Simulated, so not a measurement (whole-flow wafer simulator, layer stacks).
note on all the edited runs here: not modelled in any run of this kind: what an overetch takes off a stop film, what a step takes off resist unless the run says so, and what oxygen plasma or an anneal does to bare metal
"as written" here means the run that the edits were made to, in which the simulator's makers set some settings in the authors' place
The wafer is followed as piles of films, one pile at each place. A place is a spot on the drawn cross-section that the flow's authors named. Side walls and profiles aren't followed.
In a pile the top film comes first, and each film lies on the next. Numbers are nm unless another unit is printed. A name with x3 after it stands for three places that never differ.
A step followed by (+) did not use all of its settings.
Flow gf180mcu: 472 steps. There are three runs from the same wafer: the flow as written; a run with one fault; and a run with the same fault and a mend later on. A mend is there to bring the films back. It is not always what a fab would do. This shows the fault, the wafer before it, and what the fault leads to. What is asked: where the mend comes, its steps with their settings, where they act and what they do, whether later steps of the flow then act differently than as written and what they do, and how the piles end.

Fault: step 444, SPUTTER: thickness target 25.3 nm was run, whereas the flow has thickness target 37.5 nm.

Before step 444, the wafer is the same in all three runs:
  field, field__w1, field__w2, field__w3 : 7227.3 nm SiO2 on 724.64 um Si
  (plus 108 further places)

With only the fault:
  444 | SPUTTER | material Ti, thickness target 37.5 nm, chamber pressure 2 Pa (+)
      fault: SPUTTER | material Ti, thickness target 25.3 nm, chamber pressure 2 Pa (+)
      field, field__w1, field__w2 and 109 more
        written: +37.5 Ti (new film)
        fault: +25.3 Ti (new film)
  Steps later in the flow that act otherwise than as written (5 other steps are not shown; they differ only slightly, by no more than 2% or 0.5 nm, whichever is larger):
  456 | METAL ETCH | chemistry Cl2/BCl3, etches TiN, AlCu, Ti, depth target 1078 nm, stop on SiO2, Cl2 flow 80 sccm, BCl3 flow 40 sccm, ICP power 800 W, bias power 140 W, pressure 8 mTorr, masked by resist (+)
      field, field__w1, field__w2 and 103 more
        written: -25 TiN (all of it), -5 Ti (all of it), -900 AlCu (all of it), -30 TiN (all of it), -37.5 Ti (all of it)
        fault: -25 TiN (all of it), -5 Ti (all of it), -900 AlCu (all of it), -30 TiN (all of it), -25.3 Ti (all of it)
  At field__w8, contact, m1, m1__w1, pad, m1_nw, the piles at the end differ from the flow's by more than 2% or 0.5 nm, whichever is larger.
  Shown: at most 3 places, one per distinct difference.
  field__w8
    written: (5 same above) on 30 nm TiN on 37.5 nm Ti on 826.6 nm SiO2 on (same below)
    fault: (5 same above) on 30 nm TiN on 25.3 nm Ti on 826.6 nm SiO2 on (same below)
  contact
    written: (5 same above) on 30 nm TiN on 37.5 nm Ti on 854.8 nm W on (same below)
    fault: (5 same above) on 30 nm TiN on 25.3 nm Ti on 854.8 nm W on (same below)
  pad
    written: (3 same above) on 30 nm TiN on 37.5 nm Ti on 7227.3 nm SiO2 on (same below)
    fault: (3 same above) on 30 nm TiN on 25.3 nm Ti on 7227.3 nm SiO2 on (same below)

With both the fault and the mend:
  After step 444 comes the mend.
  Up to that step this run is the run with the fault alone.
  444a | SPUTTER | material Ti, thickness target 12.2 nm, chamber pressure 2 Pa (+) (the flow's step 444, run once more with other settings)
      field, field__w1, field__w2 and 109 more
        +12.2 Ti
  Every later step of the flow that is run acts as written at every place that is followed.
  By the end, the piles equal the flow's at every place that both follow.
